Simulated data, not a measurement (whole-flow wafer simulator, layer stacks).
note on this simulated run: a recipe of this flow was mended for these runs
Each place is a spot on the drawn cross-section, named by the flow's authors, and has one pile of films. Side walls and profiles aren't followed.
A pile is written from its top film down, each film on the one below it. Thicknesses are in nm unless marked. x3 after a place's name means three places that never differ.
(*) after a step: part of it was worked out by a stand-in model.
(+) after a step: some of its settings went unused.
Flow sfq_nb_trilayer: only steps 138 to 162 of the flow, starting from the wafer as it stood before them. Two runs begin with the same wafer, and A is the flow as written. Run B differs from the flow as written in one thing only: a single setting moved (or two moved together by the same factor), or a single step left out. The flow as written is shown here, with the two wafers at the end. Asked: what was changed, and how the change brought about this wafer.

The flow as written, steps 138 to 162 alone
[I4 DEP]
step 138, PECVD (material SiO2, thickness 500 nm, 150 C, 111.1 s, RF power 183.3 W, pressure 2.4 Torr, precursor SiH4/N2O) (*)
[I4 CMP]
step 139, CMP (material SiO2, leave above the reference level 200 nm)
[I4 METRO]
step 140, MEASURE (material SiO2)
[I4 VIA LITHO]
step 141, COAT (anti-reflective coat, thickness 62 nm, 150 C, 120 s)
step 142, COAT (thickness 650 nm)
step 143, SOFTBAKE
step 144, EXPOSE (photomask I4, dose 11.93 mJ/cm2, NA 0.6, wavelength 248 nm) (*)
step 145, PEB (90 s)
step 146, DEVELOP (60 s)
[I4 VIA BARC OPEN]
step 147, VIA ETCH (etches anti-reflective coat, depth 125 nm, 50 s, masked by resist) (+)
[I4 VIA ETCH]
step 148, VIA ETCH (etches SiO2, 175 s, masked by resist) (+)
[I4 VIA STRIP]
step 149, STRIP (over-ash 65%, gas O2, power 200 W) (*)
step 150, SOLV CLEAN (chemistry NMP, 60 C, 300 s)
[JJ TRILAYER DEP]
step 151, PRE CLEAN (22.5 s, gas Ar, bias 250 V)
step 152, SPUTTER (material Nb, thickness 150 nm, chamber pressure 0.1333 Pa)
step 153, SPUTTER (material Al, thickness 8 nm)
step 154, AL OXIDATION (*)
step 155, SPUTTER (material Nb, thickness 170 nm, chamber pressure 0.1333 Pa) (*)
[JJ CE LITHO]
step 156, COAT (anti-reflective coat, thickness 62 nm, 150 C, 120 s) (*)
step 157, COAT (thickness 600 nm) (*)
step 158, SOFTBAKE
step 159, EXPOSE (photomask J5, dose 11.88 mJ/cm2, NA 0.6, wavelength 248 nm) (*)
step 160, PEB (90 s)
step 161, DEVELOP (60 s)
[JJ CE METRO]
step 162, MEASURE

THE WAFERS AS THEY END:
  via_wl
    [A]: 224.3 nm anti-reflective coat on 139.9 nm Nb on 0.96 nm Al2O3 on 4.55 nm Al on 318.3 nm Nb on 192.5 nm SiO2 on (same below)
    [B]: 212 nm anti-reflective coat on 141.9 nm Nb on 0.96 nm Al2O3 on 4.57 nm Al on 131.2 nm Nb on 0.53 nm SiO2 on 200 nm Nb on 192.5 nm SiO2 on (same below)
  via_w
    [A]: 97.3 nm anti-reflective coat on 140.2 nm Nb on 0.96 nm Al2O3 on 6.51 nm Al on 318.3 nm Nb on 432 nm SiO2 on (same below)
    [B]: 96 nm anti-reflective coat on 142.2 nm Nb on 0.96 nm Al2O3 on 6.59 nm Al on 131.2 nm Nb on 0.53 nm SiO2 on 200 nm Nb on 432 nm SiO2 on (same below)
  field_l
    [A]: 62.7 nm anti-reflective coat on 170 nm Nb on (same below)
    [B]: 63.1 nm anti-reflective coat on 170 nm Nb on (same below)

What caused this: step 148, VIA ETCH: 129 s was run, whereas the flow has 175 s.

Step by step, how the change led to this:
  step 148, VIA ETCH (etches SiO2, 175 s, masked by resist) (+)
      via_wl, via_w, via_wr: A SiO2 loses 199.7 (all of it), Nb loses 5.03 | B SiO2 loses 191.7
      field_l, v_sur, via_sp and 100 more: A KrF-resist-other-grade loses 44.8 | B KrF-resist-other-grade loses 33
  step 149, STRIP (over-ash 65%, gas O2, power 200 W) (*)
      field_l, v_sur, via_sp and 100 more: A KrF-resist-other-grade loses 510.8 (all of it), anti-reflective coat loses 62 (all of it) | B KrF-resist-other-grade loses 522.6 (all of it), anti-reflective coat loses 62 (all of it)
  step 151, PRE CLEAN (22.5 s, gas Ar, bias 250 V)
      via_wl, via_w, via_wr: A Nb loses 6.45 | B SiO2 loses 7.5
  step 152, SPUTTER (material Nb, thickness 150 nm, chamber pressure 0.1333 Pa)
      via_wl, via_w, via_wr: A Nb gains 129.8 | B Nb gains 131.2 (new film)
  step 156, COAT (anti-reflective coat, thickness 62 nm, 150 C, 120 s) (*)
      via_wl, via_wr: A anti-reflective coat gains 224.3 (new film) | B anti-reflective coat gains 212 (new film)
Taking metal films that touch as one body, via_wl has 7 bodies (between them, from the top down: Al2O3 0.96; SiO2 0.53; SiO2 192.5; SiO2 192.5; SiO2 192.5; SiO2 192.5); the flow as written gives 6 bodies (between them, from the top down: Al2O3 0.96; SiO2 192.5; SiO2 192.5; SiO2 192.5; SiO2 192.5).
Taking metal films that touch as one body, via_w has 5 bodies (between them, from the top down: Al2O3 0.96; SiO2 0.53; SiO2 432; SiO2 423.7); the flow as written gives 4 bodies (between them, from the top down: Al2O3 0.96; SiO2 432; SiO2 423.7).
